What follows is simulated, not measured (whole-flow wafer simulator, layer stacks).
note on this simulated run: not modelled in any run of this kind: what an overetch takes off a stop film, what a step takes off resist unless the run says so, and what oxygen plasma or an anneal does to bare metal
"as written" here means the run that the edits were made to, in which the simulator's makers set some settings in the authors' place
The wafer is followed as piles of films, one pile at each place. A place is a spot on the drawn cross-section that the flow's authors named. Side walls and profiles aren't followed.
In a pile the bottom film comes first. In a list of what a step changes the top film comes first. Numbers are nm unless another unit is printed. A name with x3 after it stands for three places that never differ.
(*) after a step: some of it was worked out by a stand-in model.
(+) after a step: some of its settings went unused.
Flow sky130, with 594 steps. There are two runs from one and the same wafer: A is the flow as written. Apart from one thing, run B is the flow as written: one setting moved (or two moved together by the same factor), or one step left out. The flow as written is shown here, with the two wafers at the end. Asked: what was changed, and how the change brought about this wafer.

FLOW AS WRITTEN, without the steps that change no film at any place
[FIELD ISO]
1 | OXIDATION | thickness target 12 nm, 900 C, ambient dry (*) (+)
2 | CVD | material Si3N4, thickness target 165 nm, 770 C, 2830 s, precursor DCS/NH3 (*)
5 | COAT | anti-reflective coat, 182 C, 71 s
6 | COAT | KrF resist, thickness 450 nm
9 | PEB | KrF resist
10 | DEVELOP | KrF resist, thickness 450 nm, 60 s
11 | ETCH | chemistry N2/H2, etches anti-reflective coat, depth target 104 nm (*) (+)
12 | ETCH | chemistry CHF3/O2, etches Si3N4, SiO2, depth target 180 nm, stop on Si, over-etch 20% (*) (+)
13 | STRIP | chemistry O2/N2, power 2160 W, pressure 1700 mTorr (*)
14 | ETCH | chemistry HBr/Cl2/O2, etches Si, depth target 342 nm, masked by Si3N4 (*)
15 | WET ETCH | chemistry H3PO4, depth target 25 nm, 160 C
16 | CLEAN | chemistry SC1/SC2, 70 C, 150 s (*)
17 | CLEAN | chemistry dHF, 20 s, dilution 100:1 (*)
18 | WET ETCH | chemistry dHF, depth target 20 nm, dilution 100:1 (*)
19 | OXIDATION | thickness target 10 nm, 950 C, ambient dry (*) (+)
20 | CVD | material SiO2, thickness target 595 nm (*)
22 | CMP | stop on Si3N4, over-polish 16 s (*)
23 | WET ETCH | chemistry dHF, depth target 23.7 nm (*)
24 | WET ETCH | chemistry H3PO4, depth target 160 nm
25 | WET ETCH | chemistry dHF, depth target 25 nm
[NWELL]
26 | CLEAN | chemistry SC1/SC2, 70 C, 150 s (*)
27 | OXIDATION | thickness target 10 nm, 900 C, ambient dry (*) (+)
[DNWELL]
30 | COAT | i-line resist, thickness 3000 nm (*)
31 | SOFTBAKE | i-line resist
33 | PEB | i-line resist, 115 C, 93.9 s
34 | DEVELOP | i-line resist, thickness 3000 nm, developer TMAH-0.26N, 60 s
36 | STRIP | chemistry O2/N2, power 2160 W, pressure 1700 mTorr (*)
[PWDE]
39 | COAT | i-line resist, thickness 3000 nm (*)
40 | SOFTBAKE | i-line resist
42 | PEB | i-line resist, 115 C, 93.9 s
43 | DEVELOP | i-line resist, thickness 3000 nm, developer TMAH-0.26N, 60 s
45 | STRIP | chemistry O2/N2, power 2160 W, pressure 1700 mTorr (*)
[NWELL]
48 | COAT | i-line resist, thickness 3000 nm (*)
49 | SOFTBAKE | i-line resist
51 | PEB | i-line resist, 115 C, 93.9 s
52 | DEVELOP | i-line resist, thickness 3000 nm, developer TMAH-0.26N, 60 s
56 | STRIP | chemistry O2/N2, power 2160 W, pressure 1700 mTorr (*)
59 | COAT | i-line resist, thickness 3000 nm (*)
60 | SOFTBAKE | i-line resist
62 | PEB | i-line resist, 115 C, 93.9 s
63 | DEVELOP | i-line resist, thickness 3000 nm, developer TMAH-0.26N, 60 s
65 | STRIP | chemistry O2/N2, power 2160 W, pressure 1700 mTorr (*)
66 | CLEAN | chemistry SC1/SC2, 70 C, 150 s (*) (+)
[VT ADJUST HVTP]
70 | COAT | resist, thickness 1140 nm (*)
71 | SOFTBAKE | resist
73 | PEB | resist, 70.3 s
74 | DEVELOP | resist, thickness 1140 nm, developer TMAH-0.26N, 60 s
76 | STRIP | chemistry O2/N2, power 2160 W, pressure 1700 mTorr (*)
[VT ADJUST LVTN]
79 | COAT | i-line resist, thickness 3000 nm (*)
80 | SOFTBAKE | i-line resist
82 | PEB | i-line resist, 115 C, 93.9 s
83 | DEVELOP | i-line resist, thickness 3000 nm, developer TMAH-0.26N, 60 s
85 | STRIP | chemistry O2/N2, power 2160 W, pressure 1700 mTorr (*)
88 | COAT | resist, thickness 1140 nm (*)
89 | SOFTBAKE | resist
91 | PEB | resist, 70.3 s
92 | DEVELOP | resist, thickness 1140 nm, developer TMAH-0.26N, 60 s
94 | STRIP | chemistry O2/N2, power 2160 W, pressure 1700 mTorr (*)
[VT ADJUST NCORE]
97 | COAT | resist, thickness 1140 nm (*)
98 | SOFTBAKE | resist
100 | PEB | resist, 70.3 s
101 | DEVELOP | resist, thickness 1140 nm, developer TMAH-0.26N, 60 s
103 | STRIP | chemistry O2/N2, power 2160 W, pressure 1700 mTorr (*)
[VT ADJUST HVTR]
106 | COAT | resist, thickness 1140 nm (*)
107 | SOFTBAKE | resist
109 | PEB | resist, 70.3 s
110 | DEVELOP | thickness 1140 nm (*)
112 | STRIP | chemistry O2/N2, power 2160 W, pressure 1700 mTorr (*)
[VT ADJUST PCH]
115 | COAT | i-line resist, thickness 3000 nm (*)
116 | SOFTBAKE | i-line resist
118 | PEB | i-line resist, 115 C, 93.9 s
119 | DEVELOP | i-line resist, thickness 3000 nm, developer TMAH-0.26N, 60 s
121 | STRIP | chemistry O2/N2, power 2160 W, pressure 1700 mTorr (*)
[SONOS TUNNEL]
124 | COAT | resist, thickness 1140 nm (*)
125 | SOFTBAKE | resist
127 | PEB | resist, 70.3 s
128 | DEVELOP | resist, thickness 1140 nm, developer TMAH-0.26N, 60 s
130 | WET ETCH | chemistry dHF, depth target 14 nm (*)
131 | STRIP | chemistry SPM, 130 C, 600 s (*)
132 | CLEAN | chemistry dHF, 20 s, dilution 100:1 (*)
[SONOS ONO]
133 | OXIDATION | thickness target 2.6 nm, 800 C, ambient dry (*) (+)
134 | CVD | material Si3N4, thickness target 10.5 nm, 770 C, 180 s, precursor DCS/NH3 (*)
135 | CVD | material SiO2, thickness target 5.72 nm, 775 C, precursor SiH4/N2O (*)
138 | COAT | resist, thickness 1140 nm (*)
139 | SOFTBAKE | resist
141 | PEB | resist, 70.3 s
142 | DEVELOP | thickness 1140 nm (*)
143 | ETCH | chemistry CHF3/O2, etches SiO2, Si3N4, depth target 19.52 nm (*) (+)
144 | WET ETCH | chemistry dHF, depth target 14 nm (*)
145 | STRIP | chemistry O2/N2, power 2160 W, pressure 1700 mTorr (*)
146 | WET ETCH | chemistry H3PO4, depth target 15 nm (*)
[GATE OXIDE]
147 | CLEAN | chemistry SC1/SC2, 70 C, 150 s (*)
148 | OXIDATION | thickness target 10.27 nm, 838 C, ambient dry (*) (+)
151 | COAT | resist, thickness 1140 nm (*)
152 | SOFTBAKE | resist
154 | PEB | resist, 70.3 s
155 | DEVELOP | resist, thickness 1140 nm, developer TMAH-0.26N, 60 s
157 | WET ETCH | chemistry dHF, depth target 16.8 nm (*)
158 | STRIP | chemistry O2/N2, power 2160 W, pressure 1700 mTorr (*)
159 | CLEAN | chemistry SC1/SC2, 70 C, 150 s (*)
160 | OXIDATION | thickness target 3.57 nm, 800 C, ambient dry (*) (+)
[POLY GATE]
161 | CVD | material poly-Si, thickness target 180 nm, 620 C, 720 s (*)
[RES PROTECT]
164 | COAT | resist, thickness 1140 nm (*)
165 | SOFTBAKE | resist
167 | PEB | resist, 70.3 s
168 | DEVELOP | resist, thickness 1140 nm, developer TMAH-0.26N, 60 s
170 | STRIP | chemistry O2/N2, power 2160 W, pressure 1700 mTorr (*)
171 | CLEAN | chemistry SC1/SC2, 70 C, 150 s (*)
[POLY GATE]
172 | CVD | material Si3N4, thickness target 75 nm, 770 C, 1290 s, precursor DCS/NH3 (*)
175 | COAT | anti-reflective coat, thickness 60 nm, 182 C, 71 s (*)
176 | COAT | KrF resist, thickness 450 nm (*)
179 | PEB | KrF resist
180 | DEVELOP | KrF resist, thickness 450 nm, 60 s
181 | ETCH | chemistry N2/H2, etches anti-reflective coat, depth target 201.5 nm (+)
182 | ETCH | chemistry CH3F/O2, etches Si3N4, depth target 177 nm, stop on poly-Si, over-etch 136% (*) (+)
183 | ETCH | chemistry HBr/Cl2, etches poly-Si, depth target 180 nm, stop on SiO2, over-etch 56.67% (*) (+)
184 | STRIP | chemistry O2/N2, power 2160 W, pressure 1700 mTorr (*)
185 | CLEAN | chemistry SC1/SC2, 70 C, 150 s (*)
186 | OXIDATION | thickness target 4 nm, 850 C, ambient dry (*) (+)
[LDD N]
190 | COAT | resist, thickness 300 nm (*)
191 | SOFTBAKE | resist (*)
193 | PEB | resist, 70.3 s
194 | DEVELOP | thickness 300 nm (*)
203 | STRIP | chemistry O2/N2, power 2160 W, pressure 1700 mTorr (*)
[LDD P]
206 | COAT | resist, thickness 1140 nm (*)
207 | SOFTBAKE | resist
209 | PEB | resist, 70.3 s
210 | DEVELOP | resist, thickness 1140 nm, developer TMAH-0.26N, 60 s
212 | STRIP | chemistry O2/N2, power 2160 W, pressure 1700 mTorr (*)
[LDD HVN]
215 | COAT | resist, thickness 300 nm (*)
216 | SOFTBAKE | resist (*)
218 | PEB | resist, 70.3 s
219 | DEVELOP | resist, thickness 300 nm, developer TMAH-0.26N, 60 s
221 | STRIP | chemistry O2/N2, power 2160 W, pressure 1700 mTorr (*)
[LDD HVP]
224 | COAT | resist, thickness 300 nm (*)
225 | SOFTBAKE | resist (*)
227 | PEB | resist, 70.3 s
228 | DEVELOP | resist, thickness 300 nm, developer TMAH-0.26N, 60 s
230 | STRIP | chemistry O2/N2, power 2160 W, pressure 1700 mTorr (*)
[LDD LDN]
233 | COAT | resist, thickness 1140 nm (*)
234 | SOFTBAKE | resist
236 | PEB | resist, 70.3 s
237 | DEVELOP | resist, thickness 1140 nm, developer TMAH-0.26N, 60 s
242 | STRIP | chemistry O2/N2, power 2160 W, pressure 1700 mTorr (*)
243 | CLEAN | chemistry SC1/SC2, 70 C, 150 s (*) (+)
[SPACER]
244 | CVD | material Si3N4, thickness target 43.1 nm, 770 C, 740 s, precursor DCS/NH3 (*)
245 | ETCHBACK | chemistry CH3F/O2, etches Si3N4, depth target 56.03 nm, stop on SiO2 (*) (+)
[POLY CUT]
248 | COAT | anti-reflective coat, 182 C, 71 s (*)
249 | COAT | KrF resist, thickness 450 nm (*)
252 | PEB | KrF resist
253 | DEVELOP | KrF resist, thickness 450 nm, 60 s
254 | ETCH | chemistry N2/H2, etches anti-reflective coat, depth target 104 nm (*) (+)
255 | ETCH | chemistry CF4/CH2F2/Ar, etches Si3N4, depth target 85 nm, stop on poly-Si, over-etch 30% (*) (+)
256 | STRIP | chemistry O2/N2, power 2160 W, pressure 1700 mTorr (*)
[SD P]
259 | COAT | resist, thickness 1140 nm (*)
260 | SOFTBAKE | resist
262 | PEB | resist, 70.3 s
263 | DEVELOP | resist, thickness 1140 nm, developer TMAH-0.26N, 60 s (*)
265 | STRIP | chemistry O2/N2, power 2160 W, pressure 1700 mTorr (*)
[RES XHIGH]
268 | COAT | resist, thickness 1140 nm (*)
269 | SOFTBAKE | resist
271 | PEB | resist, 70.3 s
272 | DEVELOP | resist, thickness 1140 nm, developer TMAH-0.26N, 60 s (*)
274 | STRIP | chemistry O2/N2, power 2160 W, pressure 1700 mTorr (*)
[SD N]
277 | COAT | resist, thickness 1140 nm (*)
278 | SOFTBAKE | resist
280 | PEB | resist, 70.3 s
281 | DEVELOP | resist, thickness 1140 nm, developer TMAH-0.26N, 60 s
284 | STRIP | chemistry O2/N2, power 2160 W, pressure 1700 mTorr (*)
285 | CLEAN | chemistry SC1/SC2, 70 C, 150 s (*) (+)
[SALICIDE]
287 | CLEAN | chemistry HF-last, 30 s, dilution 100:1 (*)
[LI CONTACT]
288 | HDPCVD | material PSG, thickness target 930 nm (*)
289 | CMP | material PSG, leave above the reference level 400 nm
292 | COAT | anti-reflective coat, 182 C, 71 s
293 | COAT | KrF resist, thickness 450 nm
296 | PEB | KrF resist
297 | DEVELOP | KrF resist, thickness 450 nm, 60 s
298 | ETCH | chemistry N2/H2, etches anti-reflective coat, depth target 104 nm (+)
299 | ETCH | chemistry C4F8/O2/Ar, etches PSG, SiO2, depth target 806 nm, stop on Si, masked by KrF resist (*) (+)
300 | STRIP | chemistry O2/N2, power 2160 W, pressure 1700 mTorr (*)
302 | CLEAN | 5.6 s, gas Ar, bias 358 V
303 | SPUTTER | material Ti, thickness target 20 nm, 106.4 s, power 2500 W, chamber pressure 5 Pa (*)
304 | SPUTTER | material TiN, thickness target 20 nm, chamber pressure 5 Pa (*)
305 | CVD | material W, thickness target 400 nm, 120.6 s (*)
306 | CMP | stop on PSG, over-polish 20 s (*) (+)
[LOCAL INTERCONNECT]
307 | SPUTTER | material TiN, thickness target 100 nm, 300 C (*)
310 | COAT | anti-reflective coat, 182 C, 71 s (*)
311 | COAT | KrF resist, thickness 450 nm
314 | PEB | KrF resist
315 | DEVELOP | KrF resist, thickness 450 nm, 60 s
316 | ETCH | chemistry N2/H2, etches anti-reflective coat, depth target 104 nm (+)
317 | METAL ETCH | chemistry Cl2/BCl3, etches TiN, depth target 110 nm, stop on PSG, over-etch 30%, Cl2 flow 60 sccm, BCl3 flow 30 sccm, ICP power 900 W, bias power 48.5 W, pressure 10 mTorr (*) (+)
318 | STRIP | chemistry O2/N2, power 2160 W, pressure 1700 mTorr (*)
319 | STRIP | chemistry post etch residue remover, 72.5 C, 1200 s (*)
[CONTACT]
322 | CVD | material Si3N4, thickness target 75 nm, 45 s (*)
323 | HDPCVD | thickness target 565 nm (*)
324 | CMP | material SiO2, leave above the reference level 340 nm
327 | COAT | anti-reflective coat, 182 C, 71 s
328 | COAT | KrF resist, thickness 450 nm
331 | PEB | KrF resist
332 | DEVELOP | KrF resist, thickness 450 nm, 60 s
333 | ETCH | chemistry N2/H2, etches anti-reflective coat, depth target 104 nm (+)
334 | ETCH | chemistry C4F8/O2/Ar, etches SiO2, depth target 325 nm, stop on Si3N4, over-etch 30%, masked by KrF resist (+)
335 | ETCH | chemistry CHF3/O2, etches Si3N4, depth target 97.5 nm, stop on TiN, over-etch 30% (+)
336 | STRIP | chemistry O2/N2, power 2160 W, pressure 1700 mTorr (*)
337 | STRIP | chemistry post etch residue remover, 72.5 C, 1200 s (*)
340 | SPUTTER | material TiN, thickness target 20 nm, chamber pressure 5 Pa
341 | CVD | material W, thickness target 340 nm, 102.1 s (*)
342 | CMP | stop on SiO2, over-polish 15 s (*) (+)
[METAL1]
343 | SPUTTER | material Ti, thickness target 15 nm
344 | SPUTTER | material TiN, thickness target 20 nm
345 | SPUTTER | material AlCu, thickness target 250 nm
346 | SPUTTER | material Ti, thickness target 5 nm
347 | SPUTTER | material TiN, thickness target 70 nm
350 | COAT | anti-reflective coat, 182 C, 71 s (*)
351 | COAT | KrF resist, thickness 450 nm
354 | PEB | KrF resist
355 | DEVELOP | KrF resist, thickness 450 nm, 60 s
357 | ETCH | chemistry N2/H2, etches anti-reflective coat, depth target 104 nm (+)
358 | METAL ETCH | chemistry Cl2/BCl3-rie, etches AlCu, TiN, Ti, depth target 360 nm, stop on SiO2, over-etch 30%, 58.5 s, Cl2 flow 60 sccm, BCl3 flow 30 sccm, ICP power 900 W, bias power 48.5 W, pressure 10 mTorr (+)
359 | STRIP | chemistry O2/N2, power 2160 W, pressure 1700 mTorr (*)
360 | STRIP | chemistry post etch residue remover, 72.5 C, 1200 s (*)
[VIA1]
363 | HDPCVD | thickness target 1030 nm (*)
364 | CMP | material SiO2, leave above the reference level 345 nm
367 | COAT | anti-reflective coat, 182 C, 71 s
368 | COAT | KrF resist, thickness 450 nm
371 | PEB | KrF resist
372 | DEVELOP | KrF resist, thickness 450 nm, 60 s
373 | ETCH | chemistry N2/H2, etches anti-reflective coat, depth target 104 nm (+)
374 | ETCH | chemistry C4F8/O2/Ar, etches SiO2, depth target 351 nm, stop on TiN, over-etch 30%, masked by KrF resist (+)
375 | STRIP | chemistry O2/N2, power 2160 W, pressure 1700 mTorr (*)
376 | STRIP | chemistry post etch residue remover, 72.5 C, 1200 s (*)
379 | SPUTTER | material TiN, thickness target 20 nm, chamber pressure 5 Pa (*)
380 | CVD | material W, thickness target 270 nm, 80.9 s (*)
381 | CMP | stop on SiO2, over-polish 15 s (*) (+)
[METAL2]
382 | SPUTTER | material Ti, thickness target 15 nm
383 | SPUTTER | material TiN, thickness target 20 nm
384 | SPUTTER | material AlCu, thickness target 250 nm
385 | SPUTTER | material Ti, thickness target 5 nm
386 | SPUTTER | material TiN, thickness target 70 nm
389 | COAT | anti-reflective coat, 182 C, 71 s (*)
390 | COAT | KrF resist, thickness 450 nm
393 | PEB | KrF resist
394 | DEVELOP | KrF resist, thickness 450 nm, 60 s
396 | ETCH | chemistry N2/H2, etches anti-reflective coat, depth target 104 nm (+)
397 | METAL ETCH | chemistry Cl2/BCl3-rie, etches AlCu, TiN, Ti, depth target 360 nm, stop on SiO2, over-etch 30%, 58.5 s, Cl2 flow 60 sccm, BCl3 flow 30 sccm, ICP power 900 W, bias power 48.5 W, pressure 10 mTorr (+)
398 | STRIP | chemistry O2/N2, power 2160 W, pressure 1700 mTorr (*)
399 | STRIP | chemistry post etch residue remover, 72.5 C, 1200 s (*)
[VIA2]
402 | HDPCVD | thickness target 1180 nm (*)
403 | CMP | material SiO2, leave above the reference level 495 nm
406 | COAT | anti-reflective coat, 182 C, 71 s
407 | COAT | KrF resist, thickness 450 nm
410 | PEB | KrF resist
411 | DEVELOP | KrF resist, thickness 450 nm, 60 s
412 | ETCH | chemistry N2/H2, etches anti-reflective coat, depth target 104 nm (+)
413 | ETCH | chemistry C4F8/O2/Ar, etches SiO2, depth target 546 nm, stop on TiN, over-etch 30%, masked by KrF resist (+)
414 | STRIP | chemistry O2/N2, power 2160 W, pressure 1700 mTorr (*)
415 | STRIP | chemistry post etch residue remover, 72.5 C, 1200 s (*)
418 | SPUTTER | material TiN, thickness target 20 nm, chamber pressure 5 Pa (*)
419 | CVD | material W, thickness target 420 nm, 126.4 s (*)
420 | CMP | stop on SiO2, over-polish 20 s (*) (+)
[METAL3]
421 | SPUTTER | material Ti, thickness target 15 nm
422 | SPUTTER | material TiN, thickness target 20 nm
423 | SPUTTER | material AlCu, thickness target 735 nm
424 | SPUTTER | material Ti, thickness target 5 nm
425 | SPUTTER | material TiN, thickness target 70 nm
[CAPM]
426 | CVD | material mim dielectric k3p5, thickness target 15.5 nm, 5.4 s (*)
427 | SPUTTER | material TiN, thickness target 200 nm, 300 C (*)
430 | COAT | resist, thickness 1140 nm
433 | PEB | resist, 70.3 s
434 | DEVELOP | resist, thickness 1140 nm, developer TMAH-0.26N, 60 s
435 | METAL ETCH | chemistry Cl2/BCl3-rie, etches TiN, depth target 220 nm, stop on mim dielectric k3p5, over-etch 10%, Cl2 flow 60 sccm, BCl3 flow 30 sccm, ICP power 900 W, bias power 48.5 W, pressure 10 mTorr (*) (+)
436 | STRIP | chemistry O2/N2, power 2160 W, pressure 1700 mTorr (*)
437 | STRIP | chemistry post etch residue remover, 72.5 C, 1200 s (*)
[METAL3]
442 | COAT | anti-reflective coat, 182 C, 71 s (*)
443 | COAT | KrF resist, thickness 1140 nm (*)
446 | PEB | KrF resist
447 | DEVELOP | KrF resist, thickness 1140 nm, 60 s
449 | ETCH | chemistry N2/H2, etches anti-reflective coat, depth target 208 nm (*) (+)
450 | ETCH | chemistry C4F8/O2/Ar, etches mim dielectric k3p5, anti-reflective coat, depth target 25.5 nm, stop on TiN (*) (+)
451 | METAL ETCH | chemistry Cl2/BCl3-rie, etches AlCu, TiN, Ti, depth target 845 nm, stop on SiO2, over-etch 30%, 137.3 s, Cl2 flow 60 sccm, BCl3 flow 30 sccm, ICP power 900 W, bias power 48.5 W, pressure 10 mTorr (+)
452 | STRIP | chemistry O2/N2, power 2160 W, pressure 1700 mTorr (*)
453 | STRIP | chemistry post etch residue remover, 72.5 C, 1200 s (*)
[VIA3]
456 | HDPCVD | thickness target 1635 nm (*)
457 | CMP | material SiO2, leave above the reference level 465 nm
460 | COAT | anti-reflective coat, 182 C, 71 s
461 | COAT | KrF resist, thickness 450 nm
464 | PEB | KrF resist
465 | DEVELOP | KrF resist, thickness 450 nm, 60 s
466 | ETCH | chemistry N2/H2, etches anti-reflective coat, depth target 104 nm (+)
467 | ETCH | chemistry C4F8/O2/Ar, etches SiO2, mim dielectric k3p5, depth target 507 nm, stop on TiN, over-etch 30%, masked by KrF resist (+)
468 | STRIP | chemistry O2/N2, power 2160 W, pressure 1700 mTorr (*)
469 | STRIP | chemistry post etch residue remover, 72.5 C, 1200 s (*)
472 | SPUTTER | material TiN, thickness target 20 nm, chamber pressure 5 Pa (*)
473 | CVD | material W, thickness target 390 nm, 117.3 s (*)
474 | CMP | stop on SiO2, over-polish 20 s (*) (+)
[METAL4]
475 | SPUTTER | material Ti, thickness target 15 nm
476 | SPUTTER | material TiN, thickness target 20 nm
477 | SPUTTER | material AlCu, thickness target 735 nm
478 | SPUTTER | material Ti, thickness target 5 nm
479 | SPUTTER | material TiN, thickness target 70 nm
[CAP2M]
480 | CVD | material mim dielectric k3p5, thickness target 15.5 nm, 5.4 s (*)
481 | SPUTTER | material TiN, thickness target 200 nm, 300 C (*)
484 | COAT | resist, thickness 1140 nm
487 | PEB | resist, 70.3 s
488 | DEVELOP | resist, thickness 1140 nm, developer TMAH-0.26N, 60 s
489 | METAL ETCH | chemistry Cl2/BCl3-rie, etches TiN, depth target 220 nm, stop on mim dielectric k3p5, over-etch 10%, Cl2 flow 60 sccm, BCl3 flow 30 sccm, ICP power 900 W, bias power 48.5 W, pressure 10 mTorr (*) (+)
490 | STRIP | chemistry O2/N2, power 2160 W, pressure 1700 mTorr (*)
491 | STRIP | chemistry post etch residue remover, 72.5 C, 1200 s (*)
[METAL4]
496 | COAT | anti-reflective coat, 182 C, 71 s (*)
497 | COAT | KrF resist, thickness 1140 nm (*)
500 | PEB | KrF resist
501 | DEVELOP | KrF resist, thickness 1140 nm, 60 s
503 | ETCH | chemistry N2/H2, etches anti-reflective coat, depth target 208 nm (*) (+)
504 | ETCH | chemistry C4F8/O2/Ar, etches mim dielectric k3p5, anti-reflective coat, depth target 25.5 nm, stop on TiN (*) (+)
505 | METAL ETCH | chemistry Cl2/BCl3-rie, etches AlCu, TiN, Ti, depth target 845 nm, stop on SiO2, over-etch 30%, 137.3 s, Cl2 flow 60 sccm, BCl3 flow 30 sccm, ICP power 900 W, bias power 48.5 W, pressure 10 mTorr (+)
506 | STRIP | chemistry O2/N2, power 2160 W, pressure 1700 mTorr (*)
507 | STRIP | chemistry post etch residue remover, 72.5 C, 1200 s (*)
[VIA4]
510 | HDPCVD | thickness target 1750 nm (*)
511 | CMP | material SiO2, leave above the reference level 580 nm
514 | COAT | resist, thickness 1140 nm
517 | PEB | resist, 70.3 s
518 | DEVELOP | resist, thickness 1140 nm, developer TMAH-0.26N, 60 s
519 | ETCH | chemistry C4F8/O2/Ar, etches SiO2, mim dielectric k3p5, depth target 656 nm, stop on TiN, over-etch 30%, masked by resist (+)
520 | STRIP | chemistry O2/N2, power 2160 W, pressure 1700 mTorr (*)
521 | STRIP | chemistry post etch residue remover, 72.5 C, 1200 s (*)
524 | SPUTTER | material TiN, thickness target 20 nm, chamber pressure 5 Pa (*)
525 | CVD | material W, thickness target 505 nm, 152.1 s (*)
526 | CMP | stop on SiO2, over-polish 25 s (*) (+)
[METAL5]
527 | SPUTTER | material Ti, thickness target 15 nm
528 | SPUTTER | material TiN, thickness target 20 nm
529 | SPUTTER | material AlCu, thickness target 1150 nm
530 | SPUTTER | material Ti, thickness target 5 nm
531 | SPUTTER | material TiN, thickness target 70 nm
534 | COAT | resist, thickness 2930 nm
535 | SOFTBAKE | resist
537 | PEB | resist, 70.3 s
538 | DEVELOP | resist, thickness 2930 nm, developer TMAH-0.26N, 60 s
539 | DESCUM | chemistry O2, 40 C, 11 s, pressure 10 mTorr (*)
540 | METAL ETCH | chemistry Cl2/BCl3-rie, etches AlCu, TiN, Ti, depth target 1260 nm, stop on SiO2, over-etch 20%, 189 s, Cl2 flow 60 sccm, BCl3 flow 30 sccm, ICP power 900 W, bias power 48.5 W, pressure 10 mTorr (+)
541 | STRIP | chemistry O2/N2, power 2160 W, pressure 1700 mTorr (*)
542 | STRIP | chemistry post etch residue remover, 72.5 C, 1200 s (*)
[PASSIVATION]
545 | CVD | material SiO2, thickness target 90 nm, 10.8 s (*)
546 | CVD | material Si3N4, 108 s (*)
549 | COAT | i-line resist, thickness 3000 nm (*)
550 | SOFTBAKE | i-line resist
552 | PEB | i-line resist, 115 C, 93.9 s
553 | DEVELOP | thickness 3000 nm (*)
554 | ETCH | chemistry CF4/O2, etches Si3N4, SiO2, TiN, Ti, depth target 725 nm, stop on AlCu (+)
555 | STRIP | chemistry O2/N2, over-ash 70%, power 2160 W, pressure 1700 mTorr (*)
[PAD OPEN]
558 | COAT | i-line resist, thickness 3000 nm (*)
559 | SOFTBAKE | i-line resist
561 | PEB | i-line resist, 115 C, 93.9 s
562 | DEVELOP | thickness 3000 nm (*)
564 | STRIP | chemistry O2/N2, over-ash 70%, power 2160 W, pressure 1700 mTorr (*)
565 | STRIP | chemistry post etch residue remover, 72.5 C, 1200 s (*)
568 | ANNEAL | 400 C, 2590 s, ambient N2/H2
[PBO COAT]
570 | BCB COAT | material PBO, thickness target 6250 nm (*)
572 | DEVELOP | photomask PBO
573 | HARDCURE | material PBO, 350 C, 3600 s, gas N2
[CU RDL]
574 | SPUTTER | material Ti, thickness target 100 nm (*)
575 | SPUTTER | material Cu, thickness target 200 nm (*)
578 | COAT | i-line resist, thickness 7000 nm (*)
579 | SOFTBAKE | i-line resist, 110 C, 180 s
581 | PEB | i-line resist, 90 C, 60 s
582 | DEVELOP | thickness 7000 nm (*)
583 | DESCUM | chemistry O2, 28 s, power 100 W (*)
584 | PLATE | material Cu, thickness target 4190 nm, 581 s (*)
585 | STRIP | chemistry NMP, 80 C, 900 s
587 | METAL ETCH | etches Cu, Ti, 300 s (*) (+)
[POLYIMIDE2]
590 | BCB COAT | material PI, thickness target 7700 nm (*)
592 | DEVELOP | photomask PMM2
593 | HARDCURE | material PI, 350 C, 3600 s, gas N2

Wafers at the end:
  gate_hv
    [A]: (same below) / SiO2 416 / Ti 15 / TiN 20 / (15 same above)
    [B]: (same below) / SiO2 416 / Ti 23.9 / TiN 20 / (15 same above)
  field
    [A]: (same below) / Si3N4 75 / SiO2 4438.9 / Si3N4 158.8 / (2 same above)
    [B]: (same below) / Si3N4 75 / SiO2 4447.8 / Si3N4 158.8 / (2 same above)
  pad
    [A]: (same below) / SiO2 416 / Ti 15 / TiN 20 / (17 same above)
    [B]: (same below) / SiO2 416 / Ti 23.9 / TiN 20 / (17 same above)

The reason: step 421, SPUTTER: thickness target 23.9 nm was run, whereas the flow has thickness target 15 nm.
The wafer lets one read it off: gate_hv has Ti 23.9, and step 421 as written asks for 15 nm.

How this came from the change, step by step:
  421 | SPUTTER | material Ti, thickness target 15 nm
      field, active, n_well and 188 more: A Ti gains 15 (new film) | B Ti gains 23.9 (new film)
  451 | METAL ETCH | chemistry Cl2/BCl3-rie, etches AlCu, TiN, Ti, depth target 845 nm, stop on SiO2, over-etch 30%, 137.3 s, Cl2 flow 60 sccm, BCl3 flow 30 sccm, ICP power 900 W, bias power 48.5 W, pressure 10 mTorr (+)
      field, gate, spacer and 68 more: A TiN loses 70 (all of it), Ti loses 5 (all of it), AlCu loses 735 (all of it), TiN loses 20 (all of it), Ti loses 15 (all of it), SiO2 loses 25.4 | B TiN loses 70 (all of it), Ti loses 5 (all of it), AlCu loses 735 (all of it), TiN loses 20 (all of it), Ti loses 23.9 (all of it), SiO2 loses 24.5
      active, vpp_ln, vpp_iso2 and 11 more: A TiN loses 70 (all of it), Ti loses 5 (all of it), AlCu loses 735 (all of it), TiN loses 20 (all of it), Ti loses 15 (all of it), SiO2 loses 25.3 | B TiN loses 70 (all of it), Ti loses 5 (all of it), AlCu loses 735 (all of it), TiN loses 20 (all of it), Ti loses 23.9 (all of it), SiO2 loses 24.5
  457 | CMP | material SiO2, leave above the reference level 465 nm
      field, active, gate and 82 more: A SiO2 loses 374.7 | B SiO2 loses 366.6
